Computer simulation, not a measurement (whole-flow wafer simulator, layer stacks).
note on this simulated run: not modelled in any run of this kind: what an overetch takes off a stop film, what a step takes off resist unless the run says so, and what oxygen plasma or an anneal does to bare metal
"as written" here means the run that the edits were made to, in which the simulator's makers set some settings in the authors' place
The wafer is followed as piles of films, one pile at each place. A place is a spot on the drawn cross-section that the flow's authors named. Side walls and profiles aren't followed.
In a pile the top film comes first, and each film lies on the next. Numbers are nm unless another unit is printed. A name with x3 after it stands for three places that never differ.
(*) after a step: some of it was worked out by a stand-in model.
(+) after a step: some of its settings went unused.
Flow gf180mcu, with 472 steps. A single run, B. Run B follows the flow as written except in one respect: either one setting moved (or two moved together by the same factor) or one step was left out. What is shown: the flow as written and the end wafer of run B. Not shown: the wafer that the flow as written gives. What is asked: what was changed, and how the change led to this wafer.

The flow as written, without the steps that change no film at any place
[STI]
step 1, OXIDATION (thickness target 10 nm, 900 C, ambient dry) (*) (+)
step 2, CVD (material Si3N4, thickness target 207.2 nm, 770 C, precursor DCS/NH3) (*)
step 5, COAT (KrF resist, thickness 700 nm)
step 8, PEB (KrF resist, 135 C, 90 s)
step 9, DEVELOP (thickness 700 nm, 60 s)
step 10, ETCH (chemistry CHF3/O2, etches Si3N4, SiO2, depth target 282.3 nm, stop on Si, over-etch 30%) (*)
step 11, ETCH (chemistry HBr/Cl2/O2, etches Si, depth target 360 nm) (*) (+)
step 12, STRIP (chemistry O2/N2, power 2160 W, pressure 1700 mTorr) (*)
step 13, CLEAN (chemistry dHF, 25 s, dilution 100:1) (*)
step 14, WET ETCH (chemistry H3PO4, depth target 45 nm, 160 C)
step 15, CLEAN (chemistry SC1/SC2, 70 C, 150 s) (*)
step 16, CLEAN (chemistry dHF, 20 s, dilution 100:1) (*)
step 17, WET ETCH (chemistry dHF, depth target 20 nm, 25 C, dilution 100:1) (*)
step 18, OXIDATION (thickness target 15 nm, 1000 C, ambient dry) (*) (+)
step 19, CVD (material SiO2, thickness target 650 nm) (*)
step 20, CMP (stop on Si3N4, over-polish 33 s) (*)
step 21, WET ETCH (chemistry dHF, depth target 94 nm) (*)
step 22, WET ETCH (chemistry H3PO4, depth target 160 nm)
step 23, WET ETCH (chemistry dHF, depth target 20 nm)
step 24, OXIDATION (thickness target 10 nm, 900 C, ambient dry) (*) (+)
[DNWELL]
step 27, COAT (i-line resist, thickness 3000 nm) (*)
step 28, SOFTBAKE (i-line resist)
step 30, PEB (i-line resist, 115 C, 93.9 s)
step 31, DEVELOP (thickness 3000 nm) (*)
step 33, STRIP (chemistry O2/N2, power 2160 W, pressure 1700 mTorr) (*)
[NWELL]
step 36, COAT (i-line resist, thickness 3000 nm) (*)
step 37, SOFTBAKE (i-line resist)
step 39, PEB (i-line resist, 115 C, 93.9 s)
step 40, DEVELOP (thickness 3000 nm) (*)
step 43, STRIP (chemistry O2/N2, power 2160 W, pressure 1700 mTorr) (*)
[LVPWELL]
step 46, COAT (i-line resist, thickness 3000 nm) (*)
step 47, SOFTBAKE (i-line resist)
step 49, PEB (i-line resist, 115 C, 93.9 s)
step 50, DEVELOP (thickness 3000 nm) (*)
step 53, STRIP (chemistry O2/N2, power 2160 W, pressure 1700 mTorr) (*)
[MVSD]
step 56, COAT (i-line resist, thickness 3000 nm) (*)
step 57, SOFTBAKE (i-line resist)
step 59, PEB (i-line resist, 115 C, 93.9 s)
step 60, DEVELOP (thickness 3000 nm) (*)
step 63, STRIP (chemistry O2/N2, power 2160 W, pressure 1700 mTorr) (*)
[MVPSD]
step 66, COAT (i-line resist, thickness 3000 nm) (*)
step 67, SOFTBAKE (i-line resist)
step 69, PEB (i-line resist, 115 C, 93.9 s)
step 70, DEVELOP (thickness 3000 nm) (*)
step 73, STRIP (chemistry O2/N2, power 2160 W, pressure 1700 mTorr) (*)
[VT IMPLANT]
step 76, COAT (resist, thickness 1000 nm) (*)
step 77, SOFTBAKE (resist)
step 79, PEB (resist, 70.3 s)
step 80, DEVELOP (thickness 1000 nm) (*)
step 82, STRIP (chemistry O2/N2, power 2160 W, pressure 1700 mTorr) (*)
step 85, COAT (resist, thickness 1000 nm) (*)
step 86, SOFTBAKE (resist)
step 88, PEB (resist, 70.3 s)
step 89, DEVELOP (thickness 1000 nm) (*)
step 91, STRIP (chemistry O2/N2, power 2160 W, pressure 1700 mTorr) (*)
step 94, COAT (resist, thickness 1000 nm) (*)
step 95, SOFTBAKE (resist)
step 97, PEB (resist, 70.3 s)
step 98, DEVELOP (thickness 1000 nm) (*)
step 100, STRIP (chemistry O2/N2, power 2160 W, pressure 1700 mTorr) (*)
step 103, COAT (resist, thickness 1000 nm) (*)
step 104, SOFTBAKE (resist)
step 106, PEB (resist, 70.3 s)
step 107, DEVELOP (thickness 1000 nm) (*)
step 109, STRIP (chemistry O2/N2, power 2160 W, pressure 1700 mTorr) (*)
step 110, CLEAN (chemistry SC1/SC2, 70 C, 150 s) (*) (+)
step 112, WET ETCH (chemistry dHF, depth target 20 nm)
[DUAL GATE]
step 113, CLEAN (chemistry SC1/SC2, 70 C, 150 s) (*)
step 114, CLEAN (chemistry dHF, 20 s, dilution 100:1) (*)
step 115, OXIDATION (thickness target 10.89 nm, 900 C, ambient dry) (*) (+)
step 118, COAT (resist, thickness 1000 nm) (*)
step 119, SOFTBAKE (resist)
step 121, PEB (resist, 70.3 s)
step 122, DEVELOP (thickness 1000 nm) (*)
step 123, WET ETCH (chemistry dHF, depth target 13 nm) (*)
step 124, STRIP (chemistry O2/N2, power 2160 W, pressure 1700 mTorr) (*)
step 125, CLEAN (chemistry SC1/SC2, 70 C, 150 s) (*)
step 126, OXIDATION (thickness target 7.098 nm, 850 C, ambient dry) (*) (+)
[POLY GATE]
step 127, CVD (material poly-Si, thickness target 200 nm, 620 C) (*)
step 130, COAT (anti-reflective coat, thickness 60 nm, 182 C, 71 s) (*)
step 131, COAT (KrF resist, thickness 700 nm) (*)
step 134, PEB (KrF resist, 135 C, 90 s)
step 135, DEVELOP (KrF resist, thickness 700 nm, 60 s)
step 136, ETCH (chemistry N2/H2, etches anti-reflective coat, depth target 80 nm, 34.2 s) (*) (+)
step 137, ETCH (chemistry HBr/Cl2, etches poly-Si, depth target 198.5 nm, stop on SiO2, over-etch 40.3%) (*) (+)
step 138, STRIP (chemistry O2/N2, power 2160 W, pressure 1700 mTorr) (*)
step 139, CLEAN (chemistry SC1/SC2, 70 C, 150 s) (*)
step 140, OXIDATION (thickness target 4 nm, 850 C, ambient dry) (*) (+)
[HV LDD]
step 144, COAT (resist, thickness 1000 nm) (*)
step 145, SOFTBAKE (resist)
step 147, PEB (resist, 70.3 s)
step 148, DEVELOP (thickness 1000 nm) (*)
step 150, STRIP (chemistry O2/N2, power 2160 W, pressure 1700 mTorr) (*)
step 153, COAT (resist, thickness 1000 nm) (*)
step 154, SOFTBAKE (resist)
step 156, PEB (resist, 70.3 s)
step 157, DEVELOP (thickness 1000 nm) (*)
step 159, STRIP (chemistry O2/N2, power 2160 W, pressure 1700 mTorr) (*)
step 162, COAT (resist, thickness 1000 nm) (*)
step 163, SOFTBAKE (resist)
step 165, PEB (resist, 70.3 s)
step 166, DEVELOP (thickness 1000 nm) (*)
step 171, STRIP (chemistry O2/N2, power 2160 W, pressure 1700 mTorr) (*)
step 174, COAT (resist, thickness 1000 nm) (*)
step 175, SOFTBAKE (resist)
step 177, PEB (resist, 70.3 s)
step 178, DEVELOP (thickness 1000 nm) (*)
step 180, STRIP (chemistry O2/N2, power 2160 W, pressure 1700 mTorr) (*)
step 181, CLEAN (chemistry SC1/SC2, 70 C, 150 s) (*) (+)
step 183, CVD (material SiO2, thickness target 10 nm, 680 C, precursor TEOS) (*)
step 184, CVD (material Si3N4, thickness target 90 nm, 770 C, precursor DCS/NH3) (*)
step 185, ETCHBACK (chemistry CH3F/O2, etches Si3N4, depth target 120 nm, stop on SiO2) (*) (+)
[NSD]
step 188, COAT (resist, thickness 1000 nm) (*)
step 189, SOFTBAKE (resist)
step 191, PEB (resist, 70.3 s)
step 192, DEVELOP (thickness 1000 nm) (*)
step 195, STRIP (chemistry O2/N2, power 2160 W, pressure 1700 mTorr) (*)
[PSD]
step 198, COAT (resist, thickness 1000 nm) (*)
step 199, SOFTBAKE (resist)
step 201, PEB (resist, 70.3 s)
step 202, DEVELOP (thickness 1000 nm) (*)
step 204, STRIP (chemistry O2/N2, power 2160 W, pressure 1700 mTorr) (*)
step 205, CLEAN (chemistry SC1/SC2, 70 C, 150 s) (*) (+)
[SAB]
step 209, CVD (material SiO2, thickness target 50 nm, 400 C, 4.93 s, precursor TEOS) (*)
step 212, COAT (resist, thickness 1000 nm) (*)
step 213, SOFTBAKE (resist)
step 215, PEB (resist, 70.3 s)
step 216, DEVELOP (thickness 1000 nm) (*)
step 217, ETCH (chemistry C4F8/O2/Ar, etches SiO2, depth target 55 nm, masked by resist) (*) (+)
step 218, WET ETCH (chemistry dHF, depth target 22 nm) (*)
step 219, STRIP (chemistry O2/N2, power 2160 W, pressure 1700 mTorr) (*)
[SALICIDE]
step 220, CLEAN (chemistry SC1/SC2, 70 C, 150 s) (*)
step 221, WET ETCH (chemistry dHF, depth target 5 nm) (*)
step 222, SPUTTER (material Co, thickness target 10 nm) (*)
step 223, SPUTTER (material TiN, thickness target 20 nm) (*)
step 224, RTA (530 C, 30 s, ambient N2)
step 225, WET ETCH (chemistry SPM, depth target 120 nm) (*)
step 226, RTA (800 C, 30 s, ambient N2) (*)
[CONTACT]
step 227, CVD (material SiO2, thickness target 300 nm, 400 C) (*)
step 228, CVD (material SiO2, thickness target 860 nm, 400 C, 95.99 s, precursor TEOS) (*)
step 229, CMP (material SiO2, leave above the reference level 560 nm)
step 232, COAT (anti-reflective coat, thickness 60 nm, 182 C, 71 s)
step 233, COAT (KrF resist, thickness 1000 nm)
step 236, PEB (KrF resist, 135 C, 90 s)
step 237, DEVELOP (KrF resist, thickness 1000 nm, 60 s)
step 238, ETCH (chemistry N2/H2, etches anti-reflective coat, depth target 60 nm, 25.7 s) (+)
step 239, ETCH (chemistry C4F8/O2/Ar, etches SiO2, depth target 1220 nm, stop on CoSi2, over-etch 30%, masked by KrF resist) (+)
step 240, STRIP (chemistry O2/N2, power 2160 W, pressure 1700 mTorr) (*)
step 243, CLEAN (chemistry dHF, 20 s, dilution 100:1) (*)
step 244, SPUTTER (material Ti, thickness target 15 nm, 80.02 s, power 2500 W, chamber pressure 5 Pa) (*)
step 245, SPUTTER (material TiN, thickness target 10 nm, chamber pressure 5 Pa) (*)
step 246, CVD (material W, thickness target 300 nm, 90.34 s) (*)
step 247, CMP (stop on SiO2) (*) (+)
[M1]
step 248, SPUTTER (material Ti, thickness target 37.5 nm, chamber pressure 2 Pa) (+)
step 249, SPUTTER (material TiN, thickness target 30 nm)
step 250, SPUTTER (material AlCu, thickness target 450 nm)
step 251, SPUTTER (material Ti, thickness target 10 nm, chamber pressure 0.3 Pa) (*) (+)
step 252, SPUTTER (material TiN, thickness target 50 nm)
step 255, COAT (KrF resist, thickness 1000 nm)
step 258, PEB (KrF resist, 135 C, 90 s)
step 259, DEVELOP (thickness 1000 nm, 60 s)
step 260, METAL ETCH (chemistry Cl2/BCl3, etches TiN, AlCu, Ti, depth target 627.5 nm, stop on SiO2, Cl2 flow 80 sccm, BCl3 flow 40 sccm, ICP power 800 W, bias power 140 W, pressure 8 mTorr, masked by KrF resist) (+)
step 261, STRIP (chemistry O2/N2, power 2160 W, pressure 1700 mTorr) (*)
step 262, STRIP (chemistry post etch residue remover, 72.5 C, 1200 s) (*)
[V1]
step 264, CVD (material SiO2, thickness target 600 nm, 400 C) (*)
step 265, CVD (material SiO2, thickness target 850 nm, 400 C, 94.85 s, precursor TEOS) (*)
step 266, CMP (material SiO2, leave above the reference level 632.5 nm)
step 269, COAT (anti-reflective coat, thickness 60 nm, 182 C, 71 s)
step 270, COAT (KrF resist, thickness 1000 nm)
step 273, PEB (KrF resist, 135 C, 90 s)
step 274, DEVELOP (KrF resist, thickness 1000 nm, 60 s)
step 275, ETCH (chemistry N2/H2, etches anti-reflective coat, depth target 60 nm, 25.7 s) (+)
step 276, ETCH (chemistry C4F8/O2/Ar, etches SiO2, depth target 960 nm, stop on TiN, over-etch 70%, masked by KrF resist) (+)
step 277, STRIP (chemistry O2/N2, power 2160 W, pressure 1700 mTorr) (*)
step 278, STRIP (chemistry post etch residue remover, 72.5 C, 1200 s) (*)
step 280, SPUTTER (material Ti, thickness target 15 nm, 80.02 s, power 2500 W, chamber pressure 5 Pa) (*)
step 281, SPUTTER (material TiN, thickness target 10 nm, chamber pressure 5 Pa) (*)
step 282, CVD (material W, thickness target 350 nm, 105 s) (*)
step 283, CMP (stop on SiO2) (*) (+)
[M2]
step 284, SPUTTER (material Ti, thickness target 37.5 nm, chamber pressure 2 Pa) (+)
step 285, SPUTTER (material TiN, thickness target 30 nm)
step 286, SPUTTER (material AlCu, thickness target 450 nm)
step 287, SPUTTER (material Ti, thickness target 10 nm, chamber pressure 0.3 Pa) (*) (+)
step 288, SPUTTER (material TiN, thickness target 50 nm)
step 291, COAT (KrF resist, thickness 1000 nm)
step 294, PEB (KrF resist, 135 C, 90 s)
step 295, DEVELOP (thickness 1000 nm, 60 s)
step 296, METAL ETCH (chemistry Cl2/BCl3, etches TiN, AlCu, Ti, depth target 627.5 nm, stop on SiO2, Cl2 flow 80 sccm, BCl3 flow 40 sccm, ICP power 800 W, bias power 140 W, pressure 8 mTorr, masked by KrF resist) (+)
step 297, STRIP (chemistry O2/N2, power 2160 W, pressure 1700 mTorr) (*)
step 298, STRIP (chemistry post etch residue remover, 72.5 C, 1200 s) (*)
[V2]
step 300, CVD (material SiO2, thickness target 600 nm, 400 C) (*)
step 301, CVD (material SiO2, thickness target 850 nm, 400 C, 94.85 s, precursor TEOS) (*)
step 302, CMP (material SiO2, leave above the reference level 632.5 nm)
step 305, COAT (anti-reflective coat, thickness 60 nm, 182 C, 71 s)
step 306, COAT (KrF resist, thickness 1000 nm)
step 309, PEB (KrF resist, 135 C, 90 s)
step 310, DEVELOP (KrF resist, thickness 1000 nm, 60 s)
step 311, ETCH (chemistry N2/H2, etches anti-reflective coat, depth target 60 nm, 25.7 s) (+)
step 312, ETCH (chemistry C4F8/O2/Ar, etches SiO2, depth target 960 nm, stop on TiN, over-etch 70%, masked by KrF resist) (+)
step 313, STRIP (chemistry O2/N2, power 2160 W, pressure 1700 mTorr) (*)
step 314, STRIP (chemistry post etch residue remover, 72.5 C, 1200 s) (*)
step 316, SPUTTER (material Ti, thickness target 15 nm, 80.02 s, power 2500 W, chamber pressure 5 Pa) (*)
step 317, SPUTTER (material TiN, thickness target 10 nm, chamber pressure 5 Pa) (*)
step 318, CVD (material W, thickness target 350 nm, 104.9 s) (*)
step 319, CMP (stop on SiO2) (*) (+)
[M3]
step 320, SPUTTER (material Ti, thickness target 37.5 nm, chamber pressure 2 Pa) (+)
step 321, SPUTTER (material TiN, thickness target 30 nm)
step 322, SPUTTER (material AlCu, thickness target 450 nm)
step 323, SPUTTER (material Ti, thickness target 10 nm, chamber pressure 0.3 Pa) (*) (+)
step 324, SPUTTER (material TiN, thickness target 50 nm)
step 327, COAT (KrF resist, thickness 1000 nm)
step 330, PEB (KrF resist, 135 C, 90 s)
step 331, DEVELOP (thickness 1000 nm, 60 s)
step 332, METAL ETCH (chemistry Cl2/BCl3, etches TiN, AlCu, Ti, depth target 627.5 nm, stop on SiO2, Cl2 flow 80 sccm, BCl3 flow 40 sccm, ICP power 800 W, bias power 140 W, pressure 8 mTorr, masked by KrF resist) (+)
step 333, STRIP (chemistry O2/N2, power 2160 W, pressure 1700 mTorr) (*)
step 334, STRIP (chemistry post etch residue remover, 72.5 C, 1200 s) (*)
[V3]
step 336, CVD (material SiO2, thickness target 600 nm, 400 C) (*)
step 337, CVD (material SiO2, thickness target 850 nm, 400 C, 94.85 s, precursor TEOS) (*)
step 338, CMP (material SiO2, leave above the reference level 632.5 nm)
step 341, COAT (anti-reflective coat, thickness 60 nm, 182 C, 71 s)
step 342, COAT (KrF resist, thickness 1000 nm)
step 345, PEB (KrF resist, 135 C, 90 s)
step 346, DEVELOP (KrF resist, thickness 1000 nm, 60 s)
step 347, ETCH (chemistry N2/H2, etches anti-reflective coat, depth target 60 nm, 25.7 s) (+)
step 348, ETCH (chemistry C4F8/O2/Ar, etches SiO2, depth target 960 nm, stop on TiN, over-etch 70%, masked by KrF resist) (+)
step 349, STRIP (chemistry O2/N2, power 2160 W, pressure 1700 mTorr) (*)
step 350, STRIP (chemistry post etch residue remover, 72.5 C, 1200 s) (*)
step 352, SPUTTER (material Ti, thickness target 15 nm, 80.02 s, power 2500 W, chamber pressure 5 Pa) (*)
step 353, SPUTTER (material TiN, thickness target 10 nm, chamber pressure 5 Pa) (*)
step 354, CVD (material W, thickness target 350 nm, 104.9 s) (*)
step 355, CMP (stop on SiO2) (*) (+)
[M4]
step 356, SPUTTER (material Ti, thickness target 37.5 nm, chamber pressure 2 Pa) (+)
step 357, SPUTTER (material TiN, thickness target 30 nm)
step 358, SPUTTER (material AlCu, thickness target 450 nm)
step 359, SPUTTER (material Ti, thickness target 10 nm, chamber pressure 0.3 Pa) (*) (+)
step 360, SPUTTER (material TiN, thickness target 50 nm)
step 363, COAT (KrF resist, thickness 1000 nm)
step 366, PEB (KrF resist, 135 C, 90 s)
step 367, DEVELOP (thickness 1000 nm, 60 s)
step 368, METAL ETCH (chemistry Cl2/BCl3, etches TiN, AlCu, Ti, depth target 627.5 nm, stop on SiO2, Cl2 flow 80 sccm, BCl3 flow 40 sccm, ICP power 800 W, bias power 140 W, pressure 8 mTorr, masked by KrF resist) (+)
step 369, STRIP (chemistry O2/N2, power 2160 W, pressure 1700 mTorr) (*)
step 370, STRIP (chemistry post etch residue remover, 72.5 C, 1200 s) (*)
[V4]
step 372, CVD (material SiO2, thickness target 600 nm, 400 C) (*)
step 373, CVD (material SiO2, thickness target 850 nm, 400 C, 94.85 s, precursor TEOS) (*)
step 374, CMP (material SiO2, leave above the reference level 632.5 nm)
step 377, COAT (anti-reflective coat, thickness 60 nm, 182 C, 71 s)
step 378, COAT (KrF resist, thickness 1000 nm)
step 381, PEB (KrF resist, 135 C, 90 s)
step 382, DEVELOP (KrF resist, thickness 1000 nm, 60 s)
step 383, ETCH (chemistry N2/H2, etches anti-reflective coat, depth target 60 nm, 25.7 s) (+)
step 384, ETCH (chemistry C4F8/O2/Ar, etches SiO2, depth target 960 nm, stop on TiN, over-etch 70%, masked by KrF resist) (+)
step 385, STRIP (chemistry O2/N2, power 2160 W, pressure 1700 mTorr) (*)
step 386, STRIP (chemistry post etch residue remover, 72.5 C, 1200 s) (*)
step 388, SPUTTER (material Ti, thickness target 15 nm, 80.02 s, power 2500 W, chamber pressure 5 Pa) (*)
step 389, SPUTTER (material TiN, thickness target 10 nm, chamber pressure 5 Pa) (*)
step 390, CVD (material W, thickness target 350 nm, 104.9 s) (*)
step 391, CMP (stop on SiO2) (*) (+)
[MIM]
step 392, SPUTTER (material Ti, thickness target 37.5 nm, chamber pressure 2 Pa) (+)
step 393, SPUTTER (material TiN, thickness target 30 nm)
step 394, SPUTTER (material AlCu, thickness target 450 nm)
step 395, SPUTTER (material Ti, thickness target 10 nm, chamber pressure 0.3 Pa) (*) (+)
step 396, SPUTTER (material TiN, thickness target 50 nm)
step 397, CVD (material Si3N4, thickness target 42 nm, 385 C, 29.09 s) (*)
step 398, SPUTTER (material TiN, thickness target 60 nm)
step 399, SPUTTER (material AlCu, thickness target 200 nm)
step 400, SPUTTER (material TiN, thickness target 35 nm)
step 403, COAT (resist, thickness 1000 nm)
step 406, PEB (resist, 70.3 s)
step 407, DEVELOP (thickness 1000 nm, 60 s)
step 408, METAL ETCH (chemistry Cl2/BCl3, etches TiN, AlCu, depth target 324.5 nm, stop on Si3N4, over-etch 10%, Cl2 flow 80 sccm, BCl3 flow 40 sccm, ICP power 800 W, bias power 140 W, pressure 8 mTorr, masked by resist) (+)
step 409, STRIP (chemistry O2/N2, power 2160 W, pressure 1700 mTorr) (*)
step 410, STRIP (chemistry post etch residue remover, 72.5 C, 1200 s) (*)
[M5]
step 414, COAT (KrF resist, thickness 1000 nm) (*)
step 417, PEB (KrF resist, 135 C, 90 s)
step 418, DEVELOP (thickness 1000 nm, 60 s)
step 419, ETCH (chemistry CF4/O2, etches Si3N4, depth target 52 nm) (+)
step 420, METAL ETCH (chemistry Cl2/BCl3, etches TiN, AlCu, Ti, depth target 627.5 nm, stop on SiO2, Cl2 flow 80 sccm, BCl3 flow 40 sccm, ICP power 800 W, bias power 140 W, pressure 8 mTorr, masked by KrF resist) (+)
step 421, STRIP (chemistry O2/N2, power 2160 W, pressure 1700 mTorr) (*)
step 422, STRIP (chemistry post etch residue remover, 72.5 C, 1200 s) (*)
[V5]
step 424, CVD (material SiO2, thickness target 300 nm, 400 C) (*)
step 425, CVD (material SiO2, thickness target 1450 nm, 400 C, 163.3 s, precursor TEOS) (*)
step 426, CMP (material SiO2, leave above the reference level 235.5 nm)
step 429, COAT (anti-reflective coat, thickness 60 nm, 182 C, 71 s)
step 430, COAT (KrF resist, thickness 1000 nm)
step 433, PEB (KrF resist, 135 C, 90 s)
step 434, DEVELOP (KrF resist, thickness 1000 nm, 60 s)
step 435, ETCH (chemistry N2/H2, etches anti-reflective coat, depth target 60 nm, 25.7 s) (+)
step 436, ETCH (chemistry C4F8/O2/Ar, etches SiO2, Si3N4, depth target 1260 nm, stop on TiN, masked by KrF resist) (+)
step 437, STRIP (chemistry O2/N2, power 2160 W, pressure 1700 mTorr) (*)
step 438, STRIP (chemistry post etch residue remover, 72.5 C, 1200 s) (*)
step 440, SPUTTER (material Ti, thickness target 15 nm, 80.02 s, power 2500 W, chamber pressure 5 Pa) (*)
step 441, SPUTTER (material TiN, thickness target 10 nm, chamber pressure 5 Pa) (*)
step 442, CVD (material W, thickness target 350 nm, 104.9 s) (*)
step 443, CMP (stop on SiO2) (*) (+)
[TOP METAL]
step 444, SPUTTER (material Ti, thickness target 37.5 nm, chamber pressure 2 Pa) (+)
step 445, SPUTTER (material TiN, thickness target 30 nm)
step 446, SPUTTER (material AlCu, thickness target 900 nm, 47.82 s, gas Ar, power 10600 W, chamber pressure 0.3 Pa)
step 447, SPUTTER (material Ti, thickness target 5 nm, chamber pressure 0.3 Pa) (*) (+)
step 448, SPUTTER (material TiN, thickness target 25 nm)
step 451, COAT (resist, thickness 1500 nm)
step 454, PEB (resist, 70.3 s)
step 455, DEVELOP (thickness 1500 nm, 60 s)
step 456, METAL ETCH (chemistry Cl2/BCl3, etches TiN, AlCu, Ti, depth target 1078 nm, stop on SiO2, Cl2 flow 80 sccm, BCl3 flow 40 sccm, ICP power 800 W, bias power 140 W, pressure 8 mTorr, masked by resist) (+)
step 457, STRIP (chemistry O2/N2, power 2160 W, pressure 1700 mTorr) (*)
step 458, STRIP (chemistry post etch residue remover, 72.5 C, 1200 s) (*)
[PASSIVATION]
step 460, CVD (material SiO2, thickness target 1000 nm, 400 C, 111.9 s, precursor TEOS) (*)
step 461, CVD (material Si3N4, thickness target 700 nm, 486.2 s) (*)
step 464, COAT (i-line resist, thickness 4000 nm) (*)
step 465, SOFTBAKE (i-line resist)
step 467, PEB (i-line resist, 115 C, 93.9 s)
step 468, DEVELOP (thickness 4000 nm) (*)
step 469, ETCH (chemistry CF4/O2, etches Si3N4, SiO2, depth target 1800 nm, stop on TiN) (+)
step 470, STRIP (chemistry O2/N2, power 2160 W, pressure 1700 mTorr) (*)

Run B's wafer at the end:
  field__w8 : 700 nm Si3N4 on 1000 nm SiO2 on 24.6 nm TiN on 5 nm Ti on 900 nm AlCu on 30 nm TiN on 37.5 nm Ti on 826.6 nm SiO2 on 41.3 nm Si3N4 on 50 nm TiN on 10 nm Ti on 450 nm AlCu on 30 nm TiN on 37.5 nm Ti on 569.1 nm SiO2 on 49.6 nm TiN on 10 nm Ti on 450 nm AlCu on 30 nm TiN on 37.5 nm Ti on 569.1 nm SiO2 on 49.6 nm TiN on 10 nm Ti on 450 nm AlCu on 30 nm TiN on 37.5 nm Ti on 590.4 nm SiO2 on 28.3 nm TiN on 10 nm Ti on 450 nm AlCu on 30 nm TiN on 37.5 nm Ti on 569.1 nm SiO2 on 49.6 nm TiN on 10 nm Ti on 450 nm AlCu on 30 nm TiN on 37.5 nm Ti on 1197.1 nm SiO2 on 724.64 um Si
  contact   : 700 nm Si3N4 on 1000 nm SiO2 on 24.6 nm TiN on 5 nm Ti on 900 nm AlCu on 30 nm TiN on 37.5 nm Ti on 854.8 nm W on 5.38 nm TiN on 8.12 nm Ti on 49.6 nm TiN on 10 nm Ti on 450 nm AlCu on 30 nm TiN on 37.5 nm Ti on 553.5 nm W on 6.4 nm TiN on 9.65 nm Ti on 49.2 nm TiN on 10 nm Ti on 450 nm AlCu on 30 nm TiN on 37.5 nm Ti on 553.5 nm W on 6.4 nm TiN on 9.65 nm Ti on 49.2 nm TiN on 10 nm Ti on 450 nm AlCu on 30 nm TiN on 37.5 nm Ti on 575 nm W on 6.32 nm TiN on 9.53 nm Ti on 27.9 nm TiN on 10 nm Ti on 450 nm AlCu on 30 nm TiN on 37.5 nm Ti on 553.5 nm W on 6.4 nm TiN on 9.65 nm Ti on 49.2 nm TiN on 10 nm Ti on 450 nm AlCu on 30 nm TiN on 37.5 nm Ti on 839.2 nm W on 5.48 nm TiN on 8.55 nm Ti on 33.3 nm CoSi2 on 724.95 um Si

What caused this: step 288, SPUTTER: thickness target 28.7 nm was run, whereas the flow has thickness target 50 nm.

The path from the change to this, step by step:
  step 288, SPUTTER (material TiN, thickness target 50 nm)
      field, field__w1, field__w2 and 108 more: TiN gains 28.7 (new film) (as written it would have been: TiN gains 50 (new film))
  step 296, METAL ETCH (chemistry Cl2/BCl3, etches TiN, AlCu, Ti, depth target 627.5 nm, stop on SiO2, Cl2 flow 80 sccm, BCl3 flow 40 sccm, ICP power 800 W, bias power 140 W, pressure 8 mTorr, masked by KrF resist) (+)
      field, field__w1, field__w2 and 103 more: TiN loses 28.7 (all of it), Ti loses 10 (all of it), AlCu loses 450 (all of it), TiN loses 30 (all of it), Ti loses 37.5 (all of it) (as written it would have been: TiN loses 50 (all of it), Ti loses 10 (all of it), AlCu loses 450 (all of it), TiN loses 30 (all of it), Ti loses 37.5 (all of it))
  step 302, CMP (material SiO2, leave above the reference level 632.5 nm)
      field__w8, contact, m1, m1__w1, m1_nw: SiO2 loses 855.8 (as written it would have been: SiO2 loses 877.1)
  step 312, ETCH (chemistry C4F8/O2/Ar, etches SiO2, depth target 960 nm, stop on TiN, over-etch 70%, masked by KrF resist) (+)
      contact: SiO2 loses 593.8 (all of it) (as written it would have been: SiO2 loses 572.5 (all of it))
  step 318, CVD (material W, thickness target 350 nm, 104.9 s) (*)
      contact: W gains 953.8 (new film) (as written it would have been: W gains 932.3 (new film))
